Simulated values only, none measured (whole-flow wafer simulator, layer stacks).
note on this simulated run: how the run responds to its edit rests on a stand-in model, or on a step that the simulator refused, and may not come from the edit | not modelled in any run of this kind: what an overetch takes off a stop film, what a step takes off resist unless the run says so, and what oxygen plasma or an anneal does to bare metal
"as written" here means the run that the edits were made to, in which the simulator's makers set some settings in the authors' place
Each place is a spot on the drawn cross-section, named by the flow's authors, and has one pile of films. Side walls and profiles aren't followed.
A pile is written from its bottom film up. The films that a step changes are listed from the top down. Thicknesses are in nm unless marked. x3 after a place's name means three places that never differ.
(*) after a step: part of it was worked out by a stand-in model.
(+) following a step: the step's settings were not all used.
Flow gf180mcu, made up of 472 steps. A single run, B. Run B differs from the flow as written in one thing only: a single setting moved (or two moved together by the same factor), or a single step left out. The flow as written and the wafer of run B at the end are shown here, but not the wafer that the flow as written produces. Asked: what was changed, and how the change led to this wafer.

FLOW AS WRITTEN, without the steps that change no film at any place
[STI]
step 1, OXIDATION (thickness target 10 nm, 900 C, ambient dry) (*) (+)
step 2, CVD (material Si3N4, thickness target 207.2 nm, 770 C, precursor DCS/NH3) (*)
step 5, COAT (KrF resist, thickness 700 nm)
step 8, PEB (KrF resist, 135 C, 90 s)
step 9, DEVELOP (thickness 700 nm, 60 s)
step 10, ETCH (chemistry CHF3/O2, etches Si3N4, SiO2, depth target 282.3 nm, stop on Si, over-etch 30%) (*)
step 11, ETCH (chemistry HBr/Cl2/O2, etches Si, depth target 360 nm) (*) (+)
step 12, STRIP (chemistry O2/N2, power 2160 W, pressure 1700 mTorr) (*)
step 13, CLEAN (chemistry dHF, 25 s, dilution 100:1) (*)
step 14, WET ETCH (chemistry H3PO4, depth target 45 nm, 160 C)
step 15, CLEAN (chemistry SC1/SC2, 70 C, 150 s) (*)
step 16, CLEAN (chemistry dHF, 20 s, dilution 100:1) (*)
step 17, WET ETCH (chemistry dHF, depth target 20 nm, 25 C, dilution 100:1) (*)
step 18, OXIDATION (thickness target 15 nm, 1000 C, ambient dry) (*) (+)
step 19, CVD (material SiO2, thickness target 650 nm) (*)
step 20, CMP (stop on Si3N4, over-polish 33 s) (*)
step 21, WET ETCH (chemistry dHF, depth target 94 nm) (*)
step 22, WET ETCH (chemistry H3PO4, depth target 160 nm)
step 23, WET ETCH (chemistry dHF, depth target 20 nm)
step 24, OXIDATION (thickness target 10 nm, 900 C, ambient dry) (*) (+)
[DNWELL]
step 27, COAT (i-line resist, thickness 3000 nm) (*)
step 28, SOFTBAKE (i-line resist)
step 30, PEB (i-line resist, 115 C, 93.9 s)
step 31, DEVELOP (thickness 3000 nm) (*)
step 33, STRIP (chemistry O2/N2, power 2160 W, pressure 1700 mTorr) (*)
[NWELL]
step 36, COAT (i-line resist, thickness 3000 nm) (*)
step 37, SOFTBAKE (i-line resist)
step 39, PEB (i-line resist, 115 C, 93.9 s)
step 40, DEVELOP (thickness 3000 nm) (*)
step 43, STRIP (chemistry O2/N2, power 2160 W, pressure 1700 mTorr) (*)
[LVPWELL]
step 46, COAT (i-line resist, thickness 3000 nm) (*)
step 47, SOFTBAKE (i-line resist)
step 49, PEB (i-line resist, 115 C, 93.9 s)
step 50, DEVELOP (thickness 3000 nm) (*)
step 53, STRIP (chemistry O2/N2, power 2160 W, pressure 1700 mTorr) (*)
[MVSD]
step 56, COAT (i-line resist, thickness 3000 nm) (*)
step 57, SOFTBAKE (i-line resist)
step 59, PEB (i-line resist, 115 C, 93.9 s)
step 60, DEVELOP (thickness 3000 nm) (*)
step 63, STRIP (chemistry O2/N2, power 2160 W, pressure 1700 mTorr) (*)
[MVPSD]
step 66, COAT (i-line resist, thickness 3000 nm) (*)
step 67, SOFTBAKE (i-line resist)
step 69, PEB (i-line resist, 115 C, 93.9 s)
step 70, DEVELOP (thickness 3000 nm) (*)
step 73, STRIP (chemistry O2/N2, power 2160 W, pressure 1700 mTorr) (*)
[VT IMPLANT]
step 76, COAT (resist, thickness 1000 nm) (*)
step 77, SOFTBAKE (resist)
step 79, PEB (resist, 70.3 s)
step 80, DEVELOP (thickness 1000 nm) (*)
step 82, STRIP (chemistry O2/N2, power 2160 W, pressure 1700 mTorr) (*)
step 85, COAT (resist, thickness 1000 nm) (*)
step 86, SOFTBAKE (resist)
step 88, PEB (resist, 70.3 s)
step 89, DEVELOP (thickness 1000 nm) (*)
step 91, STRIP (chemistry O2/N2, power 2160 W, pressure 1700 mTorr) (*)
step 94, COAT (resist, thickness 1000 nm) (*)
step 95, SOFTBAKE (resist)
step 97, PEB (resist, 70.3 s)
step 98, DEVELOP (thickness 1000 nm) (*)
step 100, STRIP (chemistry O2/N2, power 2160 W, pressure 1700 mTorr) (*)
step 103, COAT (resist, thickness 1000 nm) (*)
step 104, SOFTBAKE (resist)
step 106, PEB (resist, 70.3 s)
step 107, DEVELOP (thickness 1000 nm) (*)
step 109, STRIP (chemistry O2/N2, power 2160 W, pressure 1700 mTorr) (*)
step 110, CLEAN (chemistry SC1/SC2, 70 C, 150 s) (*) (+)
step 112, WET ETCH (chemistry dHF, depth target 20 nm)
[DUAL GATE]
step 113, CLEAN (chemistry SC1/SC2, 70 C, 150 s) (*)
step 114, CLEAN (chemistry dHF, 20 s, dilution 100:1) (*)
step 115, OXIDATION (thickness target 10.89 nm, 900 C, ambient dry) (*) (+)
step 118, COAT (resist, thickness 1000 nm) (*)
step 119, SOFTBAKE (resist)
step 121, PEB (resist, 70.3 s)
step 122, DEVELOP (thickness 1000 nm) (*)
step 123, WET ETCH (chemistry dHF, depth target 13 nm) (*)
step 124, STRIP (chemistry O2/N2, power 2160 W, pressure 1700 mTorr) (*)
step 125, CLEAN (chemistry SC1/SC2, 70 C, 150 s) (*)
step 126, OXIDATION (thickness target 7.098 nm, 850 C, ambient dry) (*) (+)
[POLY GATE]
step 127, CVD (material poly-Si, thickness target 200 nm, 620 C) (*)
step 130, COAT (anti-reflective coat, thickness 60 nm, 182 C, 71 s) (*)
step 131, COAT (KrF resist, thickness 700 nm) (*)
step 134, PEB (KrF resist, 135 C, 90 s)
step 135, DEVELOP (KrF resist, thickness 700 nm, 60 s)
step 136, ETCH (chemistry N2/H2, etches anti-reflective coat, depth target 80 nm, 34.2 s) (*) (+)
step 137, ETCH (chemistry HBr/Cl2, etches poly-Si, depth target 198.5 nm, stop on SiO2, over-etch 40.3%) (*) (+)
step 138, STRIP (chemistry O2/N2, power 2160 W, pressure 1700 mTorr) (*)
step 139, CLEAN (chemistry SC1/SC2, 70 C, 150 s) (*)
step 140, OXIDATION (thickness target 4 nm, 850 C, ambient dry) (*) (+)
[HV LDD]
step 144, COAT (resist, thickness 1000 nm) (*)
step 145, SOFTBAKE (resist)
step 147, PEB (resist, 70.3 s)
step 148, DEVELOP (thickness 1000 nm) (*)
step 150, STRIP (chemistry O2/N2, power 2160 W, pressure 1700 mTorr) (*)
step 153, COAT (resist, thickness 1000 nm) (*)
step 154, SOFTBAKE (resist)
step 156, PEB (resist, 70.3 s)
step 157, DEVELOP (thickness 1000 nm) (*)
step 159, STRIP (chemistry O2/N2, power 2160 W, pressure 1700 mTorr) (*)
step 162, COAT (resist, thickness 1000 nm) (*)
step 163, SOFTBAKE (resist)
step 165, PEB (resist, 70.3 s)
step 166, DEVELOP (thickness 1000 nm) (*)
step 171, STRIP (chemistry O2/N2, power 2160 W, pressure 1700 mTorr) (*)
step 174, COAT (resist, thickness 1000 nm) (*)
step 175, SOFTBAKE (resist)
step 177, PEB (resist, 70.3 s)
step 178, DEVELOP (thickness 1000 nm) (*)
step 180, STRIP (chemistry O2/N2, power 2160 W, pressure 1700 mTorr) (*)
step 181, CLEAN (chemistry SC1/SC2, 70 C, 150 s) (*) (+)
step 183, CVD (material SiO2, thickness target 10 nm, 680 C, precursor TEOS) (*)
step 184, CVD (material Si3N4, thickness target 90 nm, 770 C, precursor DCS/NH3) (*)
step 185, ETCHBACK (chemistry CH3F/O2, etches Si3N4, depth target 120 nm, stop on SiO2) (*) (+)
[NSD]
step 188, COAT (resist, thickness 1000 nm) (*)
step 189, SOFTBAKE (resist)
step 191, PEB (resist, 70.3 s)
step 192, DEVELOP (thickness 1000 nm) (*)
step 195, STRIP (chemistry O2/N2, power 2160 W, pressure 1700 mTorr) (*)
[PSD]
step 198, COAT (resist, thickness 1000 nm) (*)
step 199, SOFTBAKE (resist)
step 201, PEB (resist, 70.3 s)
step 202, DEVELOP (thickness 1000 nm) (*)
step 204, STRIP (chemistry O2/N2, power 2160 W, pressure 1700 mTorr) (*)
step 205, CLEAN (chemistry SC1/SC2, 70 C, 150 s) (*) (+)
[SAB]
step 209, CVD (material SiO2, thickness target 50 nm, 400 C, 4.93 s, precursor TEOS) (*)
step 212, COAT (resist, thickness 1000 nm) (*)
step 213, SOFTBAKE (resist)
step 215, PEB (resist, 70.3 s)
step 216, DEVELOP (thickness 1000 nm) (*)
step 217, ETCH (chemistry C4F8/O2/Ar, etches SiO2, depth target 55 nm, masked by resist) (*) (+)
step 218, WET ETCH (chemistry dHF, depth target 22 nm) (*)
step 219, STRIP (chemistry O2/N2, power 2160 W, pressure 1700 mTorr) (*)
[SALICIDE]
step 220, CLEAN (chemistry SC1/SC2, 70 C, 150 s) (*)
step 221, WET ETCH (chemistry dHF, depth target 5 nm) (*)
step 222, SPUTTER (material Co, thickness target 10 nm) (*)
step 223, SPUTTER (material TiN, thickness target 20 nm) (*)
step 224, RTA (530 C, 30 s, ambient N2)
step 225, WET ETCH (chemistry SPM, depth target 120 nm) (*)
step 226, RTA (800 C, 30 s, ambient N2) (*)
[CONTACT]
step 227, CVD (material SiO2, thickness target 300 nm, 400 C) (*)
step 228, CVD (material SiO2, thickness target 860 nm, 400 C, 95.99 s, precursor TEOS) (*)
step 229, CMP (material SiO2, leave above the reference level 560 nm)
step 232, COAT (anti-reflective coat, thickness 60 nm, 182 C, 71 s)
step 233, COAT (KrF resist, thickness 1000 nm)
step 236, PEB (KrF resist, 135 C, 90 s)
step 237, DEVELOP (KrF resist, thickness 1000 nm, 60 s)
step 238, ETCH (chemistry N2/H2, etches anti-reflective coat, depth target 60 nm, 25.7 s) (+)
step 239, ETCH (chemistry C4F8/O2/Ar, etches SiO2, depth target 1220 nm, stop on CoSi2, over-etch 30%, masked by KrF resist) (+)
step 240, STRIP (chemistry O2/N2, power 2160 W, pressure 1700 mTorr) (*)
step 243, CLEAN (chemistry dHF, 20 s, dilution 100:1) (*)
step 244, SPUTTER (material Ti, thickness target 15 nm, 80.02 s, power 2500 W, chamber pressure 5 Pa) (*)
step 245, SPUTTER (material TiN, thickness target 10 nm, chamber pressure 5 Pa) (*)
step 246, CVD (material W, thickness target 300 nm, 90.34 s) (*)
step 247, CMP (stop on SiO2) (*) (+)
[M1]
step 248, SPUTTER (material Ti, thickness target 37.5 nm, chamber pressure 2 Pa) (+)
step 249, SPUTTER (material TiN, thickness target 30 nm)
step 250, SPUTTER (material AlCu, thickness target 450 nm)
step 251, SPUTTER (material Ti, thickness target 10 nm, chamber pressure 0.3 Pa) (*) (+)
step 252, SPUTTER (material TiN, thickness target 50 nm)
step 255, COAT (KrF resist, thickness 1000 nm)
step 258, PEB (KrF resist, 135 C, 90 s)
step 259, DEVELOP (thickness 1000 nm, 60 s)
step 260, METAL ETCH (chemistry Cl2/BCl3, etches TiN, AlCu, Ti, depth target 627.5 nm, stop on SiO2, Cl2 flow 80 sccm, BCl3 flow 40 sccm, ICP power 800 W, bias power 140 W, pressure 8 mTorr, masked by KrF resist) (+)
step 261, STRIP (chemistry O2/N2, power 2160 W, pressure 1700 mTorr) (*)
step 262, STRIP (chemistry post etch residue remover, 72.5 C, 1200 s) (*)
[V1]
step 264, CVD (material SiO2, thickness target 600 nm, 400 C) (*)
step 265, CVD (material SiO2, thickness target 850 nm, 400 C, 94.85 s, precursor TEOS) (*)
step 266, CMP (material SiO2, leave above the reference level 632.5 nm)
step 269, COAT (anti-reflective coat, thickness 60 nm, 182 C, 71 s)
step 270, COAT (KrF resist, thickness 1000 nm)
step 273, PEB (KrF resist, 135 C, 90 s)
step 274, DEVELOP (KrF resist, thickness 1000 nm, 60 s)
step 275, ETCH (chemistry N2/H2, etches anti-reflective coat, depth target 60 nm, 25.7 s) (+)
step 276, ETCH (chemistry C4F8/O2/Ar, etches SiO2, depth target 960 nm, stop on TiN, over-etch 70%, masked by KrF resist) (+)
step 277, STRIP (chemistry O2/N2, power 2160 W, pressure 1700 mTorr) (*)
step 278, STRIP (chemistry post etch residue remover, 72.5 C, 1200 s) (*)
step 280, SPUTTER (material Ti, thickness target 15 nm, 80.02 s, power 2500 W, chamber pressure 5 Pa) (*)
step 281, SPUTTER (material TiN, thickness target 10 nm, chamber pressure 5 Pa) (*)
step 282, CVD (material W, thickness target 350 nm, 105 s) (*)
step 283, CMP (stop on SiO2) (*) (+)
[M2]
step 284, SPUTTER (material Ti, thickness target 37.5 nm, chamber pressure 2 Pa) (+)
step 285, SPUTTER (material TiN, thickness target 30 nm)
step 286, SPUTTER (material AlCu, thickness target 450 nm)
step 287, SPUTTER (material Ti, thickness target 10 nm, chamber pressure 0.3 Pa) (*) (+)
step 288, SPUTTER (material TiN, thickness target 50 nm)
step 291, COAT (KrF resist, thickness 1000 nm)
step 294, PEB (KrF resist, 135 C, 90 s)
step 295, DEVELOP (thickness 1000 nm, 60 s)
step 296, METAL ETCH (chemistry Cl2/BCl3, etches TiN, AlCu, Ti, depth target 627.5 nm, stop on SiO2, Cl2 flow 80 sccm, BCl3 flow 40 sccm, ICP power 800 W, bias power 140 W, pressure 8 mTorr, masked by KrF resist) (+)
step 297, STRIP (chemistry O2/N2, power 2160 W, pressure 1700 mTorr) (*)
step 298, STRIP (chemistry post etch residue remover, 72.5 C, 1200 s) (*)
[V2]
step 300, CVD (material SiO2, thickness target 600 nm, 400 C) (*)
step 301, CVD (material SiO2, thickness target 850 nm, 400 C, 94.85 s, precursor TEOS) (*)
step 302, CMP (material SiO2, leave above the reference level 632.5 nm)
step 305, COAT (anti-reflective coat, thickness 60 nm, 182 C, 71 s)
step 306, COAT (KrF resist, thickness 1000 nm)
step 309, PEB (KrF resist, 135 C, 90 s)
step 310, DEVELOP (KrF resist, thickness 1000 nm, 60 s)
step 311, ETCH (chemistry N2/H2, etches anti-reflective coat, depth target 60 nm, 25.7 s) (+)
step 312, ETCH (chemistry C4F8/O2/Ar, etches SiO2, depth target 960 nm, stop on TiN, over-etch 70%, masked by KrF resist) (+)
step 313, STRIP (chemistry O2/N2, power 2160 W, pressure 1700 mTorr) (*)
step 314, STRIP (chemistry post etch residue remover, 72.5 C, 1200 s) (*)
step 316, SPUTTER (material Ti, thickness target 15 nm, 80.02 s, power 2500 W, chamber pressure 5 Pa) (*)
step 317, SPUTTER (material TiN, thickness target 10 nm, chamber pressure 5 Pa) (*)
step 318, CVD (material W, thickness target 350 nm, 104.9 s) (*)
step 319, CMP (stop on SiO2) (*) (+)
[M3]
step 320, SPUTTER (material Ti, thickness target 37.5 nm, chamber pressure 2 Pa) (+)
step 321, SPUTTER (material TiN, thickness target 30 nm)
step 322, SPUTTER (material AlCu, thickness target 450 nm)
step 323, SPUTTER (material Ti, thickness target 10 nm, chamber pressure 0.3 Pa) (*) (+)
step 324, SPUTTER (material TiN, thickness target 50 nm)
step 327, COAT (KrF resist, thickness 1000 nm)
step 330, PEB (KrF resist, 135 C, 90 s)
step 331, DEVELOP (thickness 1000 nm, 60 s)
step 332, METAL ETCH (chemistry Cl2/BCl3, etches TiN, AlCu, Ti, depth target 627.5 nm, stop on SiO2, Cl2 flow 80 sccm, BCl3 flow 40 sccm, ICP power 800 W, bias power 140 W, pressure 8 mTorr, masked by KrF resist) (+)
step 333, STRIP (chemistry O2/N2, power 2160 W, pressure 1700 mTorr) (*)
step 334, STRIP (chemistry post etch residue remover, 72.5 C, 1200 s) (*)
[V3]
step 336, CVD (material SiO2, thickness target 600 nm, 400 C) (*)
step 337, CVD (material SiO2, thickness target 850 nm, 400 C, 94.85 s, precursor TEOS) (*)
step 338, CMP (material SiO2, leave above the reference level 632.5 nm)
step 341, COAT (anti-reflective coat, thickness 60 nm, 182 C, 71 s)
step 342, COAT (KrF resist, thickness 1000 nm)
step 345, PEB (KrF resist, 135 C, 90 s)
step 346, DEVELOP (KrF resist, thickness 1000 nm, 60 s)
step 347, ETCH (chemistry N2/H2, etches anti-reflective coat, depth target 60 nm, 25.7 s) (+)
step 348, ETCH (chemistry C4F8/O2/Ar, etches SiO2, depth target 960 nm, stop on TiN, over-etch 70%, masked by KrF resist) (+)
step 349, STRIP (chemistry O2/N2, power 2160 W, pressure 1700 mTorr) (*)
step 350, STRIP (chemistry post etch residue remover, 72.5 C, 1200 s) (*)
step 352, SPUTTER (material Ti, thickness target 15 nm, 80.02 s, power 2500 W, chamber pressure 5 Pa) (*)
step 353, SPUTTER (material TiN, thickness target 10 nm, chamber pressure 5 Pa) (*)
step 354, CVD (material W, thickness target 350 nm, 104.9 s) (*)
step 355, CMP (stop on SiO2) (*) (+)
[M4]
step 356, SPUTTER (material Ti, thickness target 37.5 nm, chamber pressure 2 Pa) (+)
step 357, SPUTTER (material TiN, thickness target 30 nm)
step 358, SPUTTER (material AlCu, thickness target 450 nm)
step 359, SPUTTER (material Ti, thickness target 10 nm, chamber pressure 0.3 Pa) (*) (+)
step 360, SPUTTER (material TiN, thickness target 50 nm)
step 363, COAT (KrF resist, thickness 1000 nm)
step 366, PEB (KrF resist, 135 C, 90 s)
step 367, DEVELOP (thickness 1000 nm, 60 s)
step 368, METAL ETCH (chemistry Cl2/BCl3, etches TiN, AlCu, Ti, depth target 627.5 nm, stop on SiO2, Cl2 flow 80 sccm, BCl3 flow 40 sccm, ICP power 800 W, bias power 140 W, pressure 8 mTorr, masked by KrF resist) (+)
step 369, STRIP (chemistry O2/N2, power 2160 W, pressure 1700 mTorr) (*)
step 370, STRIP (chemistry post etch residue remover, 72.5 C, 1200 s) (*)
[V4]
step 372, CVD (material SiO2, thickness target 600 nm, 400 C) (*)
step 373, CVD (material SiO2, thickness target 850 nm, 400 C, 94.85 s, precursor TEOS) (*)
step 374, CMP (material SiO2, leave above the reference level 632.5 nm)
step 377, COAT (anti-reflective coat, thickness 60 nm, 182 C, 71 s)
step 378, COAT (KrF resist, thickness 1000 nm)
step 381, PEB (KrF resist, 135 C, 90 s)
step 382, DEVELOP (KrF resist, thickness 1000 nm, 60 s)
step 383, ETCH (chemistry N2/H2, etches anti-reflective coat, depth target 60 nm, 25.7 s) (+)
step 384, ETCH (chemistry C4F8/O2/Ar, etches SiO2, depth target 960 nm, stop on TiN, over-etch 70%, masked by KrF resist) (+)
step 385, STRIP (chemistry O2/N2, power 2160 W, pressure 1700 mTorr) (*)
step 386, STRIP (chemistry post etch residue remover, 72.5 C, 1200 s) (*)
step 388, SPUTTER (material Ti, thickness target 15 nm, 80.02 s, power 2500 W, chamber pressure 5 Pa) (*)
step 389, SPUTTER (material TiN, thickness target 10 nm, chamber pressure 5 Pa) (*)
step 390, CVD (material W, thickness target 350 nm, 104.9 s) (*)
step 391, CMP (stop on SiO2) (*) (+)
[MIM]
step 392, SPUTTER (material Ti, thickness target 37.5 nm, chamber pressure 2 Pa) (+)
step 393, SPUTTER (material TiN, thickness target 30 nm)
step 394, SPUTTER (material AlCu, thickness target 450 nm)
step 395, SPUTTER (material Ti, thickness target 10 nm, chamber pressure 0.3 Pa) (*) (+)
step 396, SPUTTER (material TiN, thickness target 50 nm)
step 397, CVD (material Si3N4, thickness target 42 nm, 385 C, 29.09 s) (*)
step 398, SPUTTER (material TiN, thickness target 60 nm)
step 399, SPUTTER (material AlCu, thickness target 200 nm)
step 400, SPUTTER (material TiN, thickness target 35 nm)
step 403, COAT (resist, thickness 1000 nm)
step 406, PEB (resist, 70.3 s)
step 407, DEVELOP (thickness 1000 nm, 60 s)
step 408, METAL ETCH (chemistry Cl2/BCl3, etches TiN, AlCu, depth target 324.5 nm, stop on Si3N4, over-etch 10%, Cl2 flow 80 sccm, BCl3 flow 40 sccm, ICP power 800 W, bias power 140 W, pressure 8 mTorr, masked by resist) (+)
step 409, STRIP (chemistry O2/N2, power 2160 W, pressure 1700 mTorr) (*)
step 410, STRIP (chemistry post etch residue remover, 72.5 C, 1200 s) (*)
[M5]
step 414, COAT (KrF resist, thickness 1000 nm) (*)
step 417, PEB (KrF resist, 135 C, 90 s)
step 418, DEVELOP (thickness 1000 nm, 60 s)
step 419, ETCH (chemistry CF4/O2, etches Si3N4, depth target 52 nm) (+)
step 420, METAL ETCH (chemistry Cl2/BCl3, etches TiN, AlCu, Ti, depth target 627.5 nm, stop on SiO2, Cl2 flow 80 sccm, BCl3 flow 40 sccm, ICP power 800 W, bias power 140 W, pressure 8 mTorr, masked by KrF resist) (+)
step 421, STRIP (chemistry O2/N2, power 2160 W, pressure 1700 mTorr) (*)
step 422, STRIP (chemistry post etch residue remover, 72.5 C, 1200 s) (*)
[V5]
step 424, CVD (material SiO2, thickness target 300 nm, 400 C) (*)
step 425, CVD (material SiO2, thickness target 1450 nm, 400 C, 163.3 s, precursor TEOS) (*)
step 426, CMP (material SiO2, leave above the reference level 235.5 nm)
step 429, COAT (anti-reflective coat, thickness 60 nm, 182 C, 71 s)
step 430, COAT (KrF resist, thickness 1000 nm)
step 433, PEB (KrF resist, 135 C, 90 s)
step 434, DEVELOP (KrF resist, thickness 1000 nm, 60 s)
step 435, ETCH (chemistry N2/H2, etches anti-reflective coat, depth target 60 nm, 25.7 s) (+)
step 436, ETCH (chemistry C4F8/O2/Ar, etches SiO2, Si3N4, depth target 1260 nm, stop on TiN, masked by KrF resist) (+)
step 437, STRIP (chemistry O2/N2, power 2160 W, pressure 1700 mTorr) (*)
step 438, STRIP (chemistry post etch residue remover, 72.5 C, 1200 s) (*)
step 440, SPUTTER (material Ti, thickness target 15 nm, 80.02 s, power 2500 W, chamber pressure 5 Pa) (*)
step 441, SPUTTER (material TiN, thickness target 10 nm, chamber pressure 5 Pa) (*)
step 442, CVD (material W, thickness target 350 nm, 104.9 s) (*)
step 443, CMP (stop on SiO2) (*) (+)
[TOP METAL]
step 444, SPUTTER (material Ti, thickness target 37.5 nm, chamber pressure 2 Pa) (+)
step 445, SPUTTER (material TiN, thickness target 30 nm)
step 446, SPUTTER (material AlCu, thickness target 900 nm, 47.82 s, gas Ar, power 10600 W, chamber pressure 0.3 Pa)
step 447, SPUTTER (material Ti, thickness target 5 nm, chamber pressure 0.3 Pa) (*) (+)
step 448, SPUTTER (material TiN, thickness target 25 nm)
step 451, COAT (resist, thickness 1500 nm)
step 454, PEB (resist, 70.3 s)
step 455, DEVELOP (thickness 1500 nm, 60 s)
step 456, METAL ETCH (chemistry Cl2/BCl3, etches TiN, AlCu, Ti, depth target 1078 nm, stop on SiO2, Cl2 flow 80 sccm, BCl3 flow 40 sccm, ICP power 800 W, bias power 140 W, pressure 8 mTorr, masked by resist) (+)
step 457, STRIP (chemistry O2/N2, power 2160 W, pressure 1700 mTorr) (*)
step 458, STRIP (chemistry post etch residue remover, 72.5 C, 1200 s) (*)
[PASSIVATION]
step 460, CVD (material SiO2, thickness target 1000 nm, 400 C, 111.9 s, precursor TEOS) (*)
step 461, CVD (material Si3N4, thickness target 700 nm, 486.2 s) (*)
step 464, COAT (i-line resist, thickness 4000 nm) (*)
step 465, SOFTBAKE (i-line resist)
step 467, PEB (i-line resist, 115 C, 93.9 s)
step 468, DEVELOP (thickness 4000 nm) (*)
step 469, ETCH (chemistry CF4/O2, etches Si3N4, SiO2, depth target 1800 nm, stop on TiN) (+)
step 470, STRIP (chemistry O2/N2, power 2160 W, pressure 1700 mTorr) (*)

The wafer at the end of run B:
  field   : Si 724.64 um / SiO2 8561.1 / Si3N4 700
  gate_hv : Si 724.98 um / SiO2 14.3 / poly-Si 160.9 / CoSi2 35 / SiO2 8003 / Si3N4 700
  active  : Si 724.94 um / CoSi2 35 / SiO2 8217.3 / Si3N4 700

What caused this: step 302, CMP: leave above the reference level 967.7 nm was run, whereas the flow has leave above the reference level 632.5 nm.

Step by step, how the change led to this:
  step 302, CMP (material SiO2, leave above the reference level 632.5 nm)
      field, field__w1, field__w2 and 103 more: nothing (in the flow as written it would be: -300 SiO2)
      field__w8, contact, m1, m1__w1, m1_nw: -541.9 SiO2 (in the flow as written it would be: -877.1 SiO2)
  step 305, COAT (anti-reflective coat, thickness 60 nm, 182 C, 71 s)
      field: +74 anti-reflective coat (new film) (in the flow as written it would be: +60 anti-reflective coat (new film))
      field__w8: +40 anti-reflective coat (new film) (in the flow as written it would be: +60 anti-reflective coat (new film))
      (and at 11 other places as well)
  step 311, ETCH (chemistry N2/H2, etches anti-reflective coat, depth target 60 nm, 25.7 s) (+)
      contact: -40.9 anti-reflective coat (all of it), -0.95 SiO2 (in the flow as written it would be: -60 anti-reflective coat (all of it), -0.46 SiO2)
  step 312, ETCH (chemistry C4F8/O2/Ar, etches SiO2, depth target 960 nm, stop on TiN, over-etch 70%, masked by KrF resist) (+)
      contact: -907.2 SiO2 (all of it) (in the flow as written it would be: -572.5 SiO2 (all of it))
  step 313, STRIP (chemistry O2/N2, power 2160 W, pressure 1700 mTorr) (*)
      field: -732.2 KrF resist (all of it), -74 anti-reflective coat (all of it) (in the flow as written it would be: -739.2 KrF resist (all of it), -60 anti-reflective coat (all of it))
      field__w8: -735.9 KrF resist (all of it), -40 anti-reflective coat (all of it) (in the flow as written it would be: -739.2 KrF resist (all of it), -60 anti-reflective coat (all of it))
      (and at 10 other places as well)
  step 316, SPUTTER (material Ti, thickness target 15 nm, 80.02 s, power 2500 W, chamber pressure 5 Pa) (*)
      contact: +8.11 Ti (new film) (in the flow as written it would be: +9.65 Ti (new film))
  step 317, SPUTTER (material TiN, thickness target 10 nm, chamber pressure 5 Pa) (*)
      contact: +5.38 TiN (new film) (in the flow as written it would be: +6.4 TiN (new film))
  step 318, CVD (material W, thickness target 350 nm, 104.9 s) (*)
      contact: +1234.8 W (new film) (in the flow as written it would be: +932.3 W (new film))
  step 319, CMP (stop on SiO2) (*) (+)
      m1, m1__w1, m1_nw: -350 W (all of it), -10 TiN (all of it), -15 Ti (all of it), -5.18 SiO2 (in the flow as written it would be: -350 W (all of it), -10 TiN (all of it), -15 Ti (all of it), -3.78 SiO2)
      field__w8: -350 W (all of it), -10 TiN (all of it), -15 Ti (all of it), -5.19 SiO2 (in the flow as written it would be: -350 W (all of it), -10 TiN (all of it), -15 Ti (all of it), -3.78 SiO2)
  step 327, COAT (KrF resist, thickness 1000 nm)
      field__w8: +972 KrF resist (new film) (in the flow as written it would be: +1000 KrF resist (new film))
      m1: +971.6 KrF resist (new film) (in the flow as written it would be: +1000 KrF resist (new film))
      (and at 2 other places as well)
  step 333, STRIP (chemistry O2/N2, power 2160 W, pressure 1700 mTorr) (*)
      field__w8: -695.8 KrF resist (all of it) (in the flow as written it would be: -723.5 KrF resist (all of it))
      m1: -695.4 KrF resist (all of it) (in the flow as written it would be: -723.5 KrF resist (all of it))
      (and at 2 other places as well)
  step 338, CMP (material SiO2, leave above the reference level 632.5 nm)
      field, field__w1, field__w2 and 103 more: -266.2 SiO2 (in the flow as written it would be: -300 SiO2)
      contact: -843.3 SiO2 (in the flow as written it would be: -877.1 SiO2)
  step 348, ETCH (chemistry C4F8/O2/Ar, etches SiO2, depth target 960 nm, stop on TiN, over-etch 70%, masked by KrF resist) (+)
      contact: -606.3 SiO2 (all of it) (in the flow as written it would be: -572.5 SiO2 (all of it))
  step 354, CVD (material W, thickness target 350 nm, 104.9 s) (*)
      contact: +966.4 W (new film) (in the flow as written it would be: +932.3 W (new film))
